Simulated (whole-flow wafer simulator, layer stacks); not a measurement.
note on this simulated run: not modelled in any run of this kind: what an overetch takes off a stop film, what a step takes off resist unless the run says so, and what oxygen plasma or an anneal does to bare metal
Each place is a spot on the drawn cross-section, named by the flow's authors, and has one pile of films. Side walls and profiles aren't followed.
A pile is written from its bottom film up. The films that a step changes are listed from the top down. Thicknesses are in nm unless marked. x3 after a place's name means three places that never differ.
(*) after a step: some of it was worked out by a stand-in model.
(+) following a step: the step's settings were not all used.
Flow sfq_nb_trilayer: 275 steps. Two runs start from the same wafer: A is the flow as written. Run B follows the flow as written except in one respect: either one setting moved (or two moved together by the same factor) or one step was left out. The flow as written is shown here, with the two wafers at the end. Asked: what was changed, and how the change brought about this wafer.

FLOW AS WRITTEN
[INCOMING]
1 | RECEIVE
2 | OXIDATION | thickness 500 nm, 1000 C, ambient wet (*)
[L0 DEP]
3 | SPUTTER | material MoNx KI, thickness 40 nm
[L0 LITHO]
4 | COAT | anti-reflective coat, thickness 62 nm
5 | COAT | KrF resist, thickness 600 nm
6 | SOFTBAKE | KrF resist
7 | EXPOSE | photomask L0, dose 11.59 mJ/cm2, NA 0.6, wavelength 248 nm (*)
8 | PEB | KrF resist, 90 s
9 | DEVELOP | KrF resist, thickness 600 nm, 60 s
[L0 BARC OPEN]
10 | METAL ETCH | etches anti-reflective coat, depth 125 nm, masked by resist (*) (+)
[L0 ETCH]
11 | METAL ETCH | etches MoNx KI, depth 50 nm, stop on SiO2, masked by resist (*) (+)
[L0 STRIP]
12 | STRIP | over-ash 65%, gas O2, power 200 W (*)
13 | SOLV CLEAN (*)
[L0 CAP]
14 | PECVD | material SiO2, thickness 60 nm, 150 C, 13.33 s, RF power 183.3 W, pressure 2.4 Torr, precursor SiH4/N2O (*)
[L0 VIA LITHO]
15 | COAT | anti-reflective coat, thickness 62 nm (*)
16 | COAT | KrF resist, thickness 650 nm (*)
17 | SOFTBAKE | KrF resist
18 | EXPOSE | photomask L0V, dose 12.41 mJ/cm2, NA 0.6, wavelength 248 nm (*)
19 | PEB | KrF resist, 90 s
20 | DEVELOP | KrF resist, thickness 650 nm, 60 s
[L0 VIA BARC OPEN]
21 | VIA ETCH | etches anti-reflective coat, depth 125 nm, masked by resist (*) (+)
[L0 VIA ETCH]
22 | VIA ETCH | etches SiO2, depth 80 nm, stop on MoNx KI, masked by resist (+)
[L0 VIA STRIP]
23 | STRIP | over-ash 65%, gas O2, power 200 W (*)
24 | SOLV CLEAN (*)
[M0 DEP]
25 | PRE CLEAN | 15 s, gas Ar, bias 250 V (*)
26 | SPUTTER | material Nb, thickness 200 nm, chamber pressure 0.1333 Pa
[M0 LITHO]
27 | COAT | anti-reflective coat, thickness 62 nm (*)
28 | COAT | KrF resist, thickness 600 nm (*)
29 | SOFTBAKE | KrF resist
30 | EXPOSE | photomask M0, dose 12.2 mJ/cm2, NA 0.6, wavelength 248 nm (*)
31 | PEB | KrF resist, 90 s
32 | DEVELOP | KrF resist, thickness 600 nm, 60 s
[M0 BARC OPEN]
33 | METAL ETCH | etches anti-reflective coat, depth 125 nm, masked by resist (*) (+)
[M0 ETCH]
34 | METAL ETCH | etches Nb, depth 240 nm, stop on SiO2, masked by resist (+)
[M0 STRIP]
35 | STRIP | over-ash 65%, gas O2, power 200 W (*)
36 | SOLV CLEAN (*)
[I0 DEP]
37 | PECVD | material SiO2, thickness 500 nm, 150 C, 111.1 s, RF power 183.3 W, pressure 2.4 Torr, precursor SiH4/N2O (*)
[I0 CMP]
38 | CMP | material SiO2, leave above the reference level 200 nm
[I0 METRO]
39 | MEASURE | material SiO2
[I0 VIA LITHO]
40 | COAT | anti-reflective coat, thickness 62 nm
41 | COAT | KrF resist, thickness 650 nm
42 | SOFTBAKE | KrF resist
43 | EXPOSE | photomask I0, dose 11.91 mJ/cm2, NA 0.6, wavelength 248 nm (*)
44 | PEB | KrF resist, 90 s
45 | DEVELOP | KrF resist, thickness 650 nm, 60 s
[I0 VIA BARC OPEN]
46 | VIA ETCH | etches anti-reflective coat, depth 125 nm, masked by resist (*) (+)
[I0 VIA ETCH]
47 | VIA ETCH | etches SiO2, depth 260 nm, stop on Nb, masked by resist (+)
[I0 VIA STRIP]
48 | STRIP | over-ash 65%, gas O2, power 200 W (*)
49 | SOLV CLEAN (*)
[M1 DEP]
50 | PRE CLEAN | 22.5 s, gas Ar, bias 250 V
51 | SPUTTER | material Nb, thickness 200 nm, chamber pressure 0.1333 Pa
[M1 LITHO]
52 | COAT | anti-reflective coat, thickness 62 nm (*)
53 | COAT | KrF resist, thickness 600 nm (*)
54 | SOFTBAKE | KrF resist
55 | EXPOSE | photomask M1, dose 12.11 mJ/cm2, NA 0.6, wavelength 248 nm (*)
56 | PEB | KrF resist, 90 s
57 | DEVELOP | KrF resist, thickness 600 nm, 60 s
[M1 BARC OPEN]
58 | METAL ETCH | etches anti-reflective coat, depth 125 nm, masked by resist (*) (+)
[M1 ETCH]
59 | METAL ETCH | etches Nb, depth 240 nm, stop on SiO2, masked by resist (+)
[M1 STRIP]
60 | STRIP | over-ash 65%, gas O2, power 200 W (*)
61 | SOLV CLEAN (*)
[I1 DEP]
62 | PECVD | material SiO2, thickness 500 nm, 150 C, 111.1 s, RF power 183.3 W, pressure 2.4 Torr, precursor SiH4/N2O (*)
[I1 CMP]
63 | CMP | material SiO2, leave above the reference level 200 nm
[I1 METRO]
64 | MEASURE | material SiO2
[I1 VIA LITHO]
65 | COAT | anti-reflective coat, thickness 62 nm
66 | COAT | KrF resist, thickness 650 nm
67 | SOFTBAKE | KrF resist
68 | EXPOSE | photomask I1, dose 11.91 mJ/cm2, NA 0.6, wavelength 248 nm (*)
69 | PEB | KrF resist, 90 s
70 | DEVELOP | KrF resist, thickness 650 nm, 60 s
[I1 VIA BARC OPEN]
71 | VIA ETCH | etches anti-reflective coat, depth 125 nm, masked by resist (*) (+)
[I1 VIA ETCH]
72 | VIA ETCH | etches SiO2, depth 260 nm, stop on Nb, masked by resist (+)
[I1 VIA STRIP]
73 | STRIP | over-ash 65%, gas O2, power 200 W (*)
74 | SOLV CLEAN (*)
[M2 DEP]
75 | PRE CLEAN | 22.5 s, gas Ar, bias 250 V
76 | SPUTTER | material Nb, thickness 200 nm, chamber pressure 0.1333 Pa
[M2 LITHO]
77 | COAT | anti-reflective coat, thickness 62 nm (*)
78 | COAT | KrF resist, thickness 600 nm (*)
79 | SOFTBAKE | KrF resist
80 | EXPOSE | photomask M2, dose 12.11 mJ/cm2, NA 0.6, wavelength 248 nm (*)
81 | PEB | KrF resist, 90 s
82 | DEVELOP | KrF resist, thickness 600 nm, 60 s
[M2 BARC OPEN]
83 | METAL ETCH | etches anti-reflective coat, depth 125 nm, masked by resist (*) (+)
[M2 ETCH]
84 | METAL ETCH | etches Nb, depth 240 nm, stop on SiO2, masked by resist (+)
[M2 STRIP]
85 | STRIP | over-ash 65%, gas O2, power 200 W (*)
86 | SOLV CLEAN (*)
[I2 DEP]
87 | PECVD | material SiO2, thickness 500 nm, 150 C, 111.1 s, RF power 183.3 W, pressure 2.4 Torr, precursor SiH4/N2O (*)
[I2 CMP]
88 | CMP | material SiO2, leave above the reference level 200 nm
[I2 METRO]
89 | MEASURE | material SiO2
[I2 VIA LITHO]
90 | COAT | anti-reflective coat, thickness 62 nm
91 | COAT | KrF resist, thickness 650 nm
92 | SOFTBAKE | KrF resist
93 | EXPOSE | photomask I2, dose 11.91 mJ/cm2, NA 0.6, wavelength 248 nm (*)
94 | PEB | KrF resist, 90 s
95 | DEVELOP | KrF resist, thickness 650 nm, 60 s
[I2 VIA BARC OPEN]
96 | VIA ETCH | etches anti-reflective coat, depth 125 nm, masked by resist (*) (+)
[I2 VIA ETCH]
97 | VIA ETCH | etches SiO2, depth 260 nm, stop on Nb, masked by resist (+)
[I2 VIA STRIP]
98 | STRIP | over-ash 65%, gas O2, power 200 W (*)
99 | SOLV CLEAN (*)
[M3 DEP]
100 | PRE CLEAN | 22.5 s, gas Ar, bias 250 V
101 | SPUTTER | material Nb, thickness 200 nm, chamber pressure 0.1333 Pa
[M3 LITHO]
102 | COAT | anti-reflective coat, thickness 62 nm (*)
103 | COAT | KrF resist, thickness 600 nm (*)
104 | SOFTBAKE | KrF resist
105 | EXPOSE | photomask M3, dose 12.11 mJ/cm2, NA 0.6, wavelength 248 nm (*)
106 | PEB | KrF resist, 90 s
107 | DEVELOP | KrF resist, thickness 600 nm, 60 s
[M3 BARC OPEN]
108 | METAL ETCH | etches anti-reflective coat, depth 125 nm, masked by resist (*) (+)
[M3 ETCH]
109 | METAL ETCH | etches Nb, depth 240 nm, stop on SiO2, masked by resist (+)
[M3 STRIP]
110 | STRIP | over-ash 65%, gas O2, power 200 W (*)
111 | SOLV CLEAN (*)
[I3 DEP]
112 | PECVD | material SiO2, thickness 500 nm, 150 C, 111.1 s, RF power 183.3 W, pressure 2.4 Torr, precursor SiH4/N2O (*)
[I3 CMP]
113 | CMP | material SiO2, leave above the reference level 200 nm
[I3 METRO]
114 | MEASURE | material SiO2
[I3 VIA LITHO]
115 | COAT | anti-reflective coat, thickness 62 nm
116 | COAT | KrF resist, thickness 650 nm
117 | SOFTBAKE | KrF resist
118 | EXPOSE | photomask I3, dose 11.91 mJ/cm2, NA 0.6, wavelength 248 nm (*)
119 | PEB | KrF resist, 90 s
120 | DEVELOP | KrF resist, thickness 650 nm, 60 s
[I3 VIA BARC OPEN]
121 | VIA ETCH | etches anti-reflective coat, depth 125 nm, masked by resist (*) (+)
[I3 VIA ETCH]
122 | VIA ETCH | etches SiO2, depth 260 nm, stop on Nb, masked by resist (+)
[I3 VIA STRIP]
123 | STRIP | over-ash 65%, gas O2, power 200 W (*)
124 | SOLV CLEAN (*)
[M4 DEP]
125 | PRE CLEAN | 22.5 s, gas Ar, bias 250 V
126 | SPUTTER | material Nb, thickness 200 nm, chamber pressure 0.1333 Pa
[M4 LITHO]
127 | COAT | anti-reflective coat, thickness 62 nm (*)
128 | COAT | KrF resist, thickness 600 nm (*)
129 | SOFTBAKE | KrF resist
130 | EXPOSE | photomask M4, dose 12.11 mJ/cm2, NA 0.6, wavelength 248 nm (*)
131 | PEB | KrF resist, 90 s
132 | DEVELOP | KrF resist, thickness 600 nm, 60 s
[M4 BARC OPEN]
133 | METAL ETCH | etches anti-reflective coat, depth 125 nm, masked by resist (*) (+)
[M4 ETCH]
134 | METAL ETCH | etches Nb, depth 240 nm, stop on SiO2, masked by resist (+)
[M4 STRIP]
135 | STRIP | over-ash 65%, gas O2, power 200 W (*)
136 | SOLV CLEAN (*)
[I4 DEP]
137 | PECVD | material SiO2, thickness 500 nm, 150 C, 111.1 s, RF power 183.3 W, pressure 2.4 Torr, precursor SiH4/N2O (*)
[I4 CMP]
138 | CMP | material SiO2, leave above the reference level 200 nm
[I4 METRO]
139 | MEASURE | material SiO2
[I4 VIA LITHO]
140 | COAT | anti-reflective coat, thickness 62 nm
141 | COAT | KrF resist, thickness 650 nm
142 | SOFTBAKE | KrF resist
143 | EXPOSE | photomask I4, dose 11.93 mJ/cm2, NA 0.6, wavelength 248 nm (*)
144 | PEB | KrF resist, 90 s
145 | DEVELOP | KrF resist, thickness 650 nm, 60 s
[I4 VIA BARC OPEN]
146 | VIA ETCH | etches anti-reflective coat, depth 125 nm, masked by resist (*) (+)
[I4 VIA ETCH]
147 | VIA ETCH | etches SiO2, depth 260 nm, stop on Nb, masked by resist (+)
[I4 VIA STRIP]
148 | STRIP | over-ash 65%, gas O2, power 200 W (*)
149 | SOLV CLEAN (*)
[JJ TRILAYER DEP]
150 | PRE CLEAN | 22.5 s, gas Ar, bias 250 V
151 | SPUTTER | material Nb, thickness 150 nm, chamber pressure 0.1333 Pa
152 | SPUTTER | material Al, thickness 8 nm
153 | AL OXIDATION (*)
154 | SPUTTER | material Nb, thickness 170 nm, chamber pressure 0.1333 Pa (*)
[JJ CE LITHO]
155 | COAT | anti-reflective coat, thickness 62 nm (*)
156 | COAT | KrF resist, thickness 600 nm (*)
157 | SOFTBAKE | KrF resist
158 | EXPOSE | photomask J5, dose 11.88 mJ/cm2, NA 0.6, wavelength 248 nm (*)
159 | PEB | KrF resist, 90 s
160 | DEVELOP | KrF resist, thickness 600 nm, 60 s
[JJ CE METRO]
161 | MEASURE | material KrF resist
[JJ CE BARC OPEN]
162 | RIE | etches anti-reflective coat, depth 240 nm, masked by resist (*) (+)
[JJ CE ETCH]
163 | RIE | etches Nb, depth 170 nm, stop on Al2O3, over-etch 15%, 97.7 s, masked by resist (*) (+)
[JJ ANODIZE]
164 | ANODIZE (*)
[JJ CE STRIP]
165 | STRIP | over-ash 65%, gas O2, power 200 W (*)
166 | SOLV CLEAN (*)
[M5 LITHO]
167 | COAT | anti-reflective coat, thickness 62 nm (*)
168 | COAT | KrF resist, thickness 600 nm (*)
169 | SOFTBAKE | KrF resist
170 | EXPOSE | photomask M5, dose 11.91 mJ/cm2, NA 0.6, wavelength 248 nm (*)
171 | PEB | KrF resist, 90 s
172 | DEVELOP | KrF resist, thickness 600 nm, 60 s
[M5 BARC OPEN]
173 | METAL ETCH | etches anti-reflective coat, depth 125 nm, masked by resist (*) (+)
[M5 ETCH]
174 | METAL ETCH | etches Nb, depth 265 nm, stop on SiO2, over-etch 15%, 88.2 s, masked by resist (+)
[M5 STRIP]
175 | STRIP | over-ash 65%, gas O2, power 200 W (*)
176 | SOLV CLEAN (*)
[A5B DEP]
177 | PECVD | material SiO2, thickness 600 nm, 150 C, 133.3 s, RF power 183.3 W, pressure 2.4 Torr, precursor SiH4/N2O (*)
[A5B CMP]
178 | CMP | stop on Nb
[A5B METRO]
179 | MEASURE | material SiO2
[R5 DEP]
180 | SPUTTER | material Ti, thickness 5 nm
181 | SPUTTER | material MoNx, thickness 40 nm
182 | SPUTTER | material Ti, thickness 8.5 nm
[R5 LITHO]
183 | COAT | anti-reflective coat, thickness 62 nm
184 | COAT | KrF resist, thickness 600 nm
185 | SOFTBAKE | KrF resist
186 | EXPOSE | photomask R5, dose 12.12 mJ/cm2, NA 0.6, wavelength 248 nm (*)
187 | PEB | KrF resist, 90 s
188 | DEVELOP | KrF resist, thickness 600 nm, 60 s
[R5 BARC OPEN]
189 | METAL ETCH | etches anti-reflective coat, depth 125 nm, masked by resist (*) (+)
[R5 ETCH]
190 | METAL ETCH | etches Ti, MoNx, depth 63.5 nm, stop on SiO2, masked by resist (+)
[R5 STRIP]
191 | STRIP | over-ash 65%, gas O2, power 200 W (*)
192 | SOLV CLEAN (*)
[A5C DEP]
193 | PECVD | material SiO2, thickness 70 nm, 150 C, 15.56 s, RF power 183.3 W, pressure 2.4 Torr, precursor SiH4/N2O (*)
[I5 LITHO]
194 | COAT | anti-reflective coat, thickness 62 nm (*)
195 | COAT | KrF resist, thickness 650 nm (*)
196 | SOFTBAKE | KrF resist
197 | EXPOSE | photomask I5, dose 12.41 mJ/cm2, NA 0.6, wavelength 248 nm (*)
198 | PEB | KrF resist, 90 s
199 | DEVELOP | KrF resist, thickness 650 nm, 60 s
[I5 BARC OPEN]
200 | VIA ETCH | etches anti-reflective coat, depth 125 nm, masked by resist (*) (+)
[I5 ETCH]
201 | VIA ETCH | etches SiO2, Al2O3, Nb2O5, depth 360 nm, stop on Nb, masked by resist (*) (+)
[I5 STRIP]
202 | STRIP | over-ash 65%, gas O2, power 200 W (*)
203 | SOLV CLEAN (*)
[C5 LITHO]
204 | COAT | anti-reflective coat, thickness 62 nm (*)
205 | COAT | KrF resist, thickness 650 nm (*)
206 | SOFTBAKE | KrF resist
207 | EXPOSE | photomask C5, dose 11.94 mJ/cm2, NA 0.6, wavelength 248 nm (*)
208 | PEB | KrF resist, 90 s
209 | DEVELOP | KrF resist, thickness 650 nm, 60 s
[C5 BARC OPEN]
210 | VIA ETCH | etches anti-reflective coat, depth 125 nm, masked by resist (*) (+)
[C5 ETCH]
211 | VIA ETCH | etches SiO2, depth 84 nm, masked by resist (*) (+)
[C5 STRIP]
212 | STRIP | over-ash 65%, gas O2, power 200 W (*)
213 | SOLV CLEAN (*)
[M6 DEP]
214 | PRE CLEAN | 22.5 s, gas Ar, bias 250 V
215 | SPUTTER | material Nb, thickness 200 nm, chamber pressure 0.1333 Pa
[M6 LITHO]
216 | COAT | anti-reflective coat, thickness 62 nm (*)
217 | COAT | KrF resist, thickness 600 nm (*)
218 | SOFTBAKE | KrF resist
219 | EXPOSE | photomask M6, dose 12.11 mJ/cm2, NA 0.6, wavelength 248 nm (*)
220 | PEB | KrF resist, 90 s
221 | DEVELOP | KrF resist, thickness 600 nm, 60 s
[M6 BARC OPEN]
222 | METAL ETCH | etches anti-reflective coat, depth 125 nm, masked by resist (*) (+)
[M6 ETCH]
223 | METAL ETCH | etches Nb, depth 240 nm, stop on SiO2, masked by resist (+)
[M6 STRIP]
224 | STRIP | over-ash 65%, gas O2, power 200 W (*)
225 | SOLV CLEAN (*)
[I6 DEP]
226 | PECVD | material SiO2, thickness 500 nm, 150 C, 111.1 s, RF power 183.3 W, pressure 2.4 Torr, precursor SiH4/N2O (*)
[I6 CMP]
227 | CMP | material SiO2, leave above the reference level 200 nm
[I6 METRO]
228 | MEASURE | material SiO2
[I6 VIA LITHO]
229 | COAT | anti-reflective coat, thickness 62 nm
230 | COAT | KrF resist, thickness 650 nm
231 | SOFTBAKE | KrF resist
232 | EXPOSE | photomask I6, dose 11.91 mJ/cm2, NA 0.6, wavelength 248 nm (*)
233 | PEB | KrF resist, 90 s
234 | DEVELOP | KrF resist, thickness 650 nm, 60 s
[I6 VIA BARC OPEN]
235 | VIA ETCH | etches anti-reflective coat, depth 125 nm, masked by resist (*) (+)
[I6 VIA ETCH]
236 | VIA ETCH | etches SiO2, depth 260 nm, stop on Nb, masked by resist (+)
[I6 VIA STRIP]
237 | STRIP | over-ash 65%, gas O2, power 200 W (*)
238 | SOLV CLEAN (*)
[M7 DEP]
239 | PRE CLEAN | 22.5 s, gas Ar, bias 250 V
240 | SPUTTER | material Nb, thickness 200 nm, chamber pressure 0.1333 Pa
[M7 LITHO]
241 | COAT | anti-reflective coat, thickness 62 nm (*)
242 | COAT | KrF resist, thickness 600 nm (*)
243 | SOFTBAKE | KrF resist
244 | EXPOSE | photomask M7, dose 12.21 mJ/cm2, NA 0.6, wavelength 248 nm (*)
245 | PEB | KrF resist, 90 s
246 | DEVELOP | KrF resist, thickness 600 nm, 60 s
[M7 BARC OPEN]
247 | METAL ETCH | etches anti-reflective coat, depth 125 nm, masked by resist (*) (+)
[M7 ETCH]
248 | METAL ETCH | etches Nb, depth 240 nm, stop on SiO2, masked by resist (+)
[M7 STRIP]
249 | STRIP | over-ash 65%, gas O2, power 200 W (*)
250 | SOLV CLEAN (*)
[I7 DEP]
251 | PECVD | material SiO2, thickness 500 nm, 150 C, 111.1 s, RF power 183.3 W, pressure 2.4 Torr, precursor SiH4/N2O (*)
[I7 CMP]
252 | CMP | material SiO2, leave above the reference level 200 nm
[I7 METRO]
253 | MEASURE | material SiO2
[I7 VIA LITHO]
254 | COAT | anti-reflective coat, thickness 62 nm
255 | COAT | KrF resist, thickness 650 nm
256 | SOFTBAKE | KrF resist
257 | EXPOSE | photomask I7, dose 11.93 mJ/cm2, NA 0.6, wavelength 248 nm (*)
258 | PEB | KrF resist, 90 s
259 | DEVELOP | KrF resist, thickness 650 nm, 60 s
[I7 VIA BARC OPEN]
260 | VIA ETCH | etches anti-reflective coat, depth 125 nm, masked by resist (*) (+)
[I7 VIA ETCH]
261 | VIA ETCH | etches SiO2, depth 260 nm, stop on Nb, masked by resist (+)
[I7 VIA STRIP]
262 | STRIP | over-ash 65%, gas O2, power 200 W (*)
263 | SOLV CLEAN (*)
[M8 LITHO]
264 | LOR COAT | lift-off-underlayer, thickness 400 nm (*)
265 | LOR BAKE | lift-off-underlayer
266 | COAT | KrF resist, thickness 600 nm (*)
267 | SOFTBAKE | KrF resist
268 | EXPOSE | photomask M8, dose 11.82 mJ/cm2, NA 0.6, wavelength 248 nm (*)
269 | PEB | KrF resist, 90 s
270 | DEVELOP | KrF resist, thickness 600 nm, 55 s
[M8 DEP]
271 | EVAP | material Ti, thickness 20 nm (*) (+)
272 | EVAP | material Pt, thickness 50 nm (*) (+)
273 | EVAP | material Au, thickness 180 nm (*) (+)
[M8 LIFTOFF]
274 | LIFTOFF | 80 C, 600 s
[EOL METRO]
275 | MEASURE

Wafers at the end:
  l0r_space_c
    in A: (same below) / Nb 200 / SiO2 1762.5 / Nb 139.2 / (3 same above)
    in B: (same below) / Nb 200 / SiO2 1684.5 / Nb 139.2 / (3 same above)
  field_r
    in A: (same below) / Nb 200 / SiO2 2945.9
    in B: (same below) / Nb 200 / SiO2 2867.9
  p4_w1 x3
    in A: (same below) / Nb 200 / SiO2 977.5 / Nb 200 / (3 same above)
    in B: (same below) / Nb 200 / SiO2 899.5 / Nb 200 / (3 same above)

The reason: step 51, SPUTTER: thickness 122 nm was run, while the flow as written has thickness 200 nm.

The path from the change to this, step by step:
  51 | SPUTTER | material Nb, thickness 200 nm, chamber pressure 0.1333 Pa
      field_l, v_sur, via_wl and 102 more: A +200 Nb (new film) | B +122 Nb (new film)
      via_w: A +174.5 Nb | B +107.3 Nb
  52 | COAT | anti-reflective coat, thickness 62 nm (*)
      via_wl: A +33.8 anti-reflective coat (new film) | B +32.8 anti-reflective coat (new film)
      via_w: A +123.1 anti-reflective coat (new film) | B +119.7 anti-reflective coat (new film)
      (also at 1 further place)
  59 | METAL ETCH | etches Nb, depth 240 nm, stop on SiO2, masked by resist (+)
      field_l, be, be_sur and 79 more: A -200 Nb (all of it) | B -122 Nb (all of it)
      v_sur, via_wl, via_w and 21 more: A -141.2 KrF resist | B -107.6 KrF resist
  60 | STRIP | over-ash 65%, gas O2, power 200 W (*)
      wl_j_sl, wl_jj, wl_j_sr and 13 more: A -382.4 KrF resist (all of it), -62 anti-reflective coat (all of it) | B -415.9 KrF resist (all of it), -62 anti-reflective coat (all of it)
      v_sur: A -365.9 KrF resist (all of it), -61.1 anti-reflective coat (all of it) | B -400 KrF resist (all of it), -60.9 anti-reflective coat (all of it)
      (also at 7 further places)
  62 | PECVD | material SiO2, thickness 500 nm, 150 C, 111.1 s, RF power 183.3 W, pressure 2.4 Torr, precursor SiH4/N2O (*)
      wl_d_sl, wl_d_sr: A +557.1 SiO2 | B +500 SiO2
      via_w: A +606 SiO2 (new film) | B +586.8 SiO2 (new film)
  63 | CMP | material SiO2, leave above the reference level 200 nm
      field_l, be, be_sur and 72 more: A -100 SiO2 | B -178 SiO2
      lsp_m, ln_m6, lsp_r, l0_sur, l0v: A -94.9 SiO2 | B -178 SiO2
      (also at 3 further places)
